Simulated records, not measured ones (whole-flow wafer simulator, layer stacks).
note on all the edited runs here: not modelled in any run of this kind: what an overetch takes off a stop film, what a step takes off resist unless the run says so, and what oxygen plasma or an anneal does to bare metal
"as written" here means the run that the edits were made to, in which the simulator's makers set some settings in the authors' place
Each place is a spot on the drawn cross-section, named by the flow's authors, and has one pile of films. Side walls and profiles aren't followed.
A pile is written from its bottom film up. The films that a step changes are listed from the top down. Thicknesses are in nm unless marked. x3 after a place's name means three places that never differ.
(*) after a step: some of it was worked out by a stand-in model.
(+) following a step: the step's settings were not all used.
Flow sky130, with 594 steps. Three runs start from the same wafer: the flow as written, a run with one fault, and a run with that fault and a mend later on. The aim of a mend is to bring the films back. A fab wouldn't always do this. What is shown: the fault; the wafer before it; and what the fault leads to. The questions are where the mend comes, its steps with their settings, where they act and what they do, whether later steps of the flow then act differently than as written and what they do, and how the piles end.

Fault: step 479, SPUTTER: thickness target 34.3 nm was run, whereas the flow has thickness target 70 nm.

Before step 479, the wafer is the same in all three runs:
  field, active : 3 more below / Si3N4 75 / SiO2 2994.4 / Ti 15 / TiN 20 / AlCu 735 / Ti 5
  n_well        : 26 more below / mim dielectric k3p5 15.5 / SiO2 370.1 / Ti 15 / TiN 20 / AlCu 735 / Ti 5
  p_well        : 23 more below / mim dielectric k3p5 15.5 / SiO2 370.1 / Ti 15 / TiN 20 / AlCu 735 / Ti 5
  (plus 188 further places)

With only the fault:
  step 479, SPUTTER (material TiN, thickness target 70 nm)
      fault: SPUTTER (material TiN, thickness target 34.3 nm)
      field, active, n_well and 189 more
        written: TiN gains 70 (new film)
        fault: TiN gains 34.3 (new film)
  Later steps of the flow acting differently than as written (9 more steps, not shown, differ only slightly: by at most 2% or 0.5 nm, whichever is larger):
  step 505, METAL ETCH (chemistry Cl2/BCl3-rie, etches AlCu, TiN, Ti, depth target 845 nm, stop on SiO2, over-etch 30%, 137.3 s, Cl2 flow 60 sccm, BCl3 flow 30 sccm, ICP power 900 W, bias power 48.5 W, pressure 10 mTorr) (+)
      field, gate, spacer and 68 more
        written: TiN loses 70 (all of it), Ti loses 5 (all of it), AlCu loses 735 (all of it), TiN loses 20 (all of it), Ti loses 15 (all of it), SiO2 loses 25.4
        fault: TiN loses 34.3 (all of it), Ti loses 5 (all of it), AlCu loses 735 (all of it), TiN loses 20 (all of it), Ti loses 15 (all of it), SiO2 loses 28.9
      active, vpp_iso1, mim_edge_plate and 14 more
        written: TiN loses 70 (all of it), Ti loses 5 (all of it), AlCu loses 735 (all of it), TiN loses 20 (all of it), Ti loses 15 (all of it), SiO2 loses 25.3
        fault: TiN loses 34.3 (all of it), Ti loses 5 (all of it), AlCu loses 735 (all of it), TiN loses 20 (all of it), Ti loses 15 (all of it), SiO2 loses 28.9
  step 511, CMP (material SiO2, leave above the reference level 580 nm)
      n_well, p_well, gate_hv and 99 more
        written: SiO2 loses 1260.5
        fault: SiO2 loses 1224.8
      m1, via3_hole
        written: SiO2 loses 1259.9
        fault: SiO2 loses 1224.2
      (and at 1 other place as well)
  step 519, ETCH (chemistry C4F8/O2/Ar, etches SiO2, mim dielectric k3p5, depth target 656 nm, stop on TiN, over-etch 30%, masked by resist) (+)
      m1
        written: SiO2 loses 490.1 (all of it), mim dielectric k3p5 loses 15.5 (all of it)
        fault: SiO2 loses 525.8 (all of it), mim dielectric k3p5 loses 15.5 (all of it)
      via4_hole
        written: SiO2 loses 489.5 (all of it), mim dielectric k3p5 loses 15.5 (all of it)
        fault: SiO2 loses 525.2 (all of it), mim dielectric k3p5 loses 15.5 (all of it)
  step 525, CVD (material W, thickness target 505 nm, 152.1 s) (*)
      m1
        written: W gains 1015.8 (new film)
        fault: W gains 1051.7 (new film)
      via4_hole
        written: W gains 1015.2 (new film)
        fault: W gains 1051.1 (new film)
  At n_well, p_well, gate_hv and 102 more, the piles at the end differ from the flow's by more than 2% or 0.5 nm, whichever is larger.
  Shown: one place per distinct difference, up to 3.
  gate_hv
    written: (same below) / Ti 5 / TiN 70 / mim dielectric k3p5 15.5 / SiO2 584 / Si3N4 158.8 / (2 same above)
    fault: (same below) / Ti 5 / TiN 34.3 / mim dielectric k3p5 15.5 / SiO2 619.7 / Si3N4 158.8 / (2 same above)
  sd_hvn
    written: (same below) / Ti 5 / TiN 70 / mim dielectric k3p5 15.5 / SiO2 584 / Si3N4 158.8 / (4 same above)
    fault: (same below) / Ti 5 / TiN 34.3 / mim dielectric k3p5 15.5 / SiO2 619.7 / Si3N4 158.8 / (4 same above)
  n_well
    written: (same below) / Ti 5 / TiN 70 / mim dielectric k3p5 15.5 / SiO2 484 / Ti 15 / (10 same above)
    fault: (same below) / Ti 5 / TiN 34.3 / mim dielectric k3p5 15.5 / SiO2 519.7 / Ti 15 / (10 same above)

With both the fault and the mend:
  The mend stands after step 479.
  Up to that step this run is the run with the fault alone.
  step 479a, SPUTTER (material TiN, thickness target 35.7 nm) (the flow's step 479 again, with other settings)
      field, active, n_well and 189 more
        TiN gains 35.7
  Later steps of the flow that are run all act as written at every place that is followed.
  At every place that both follow, the piles at the end match the flow's.
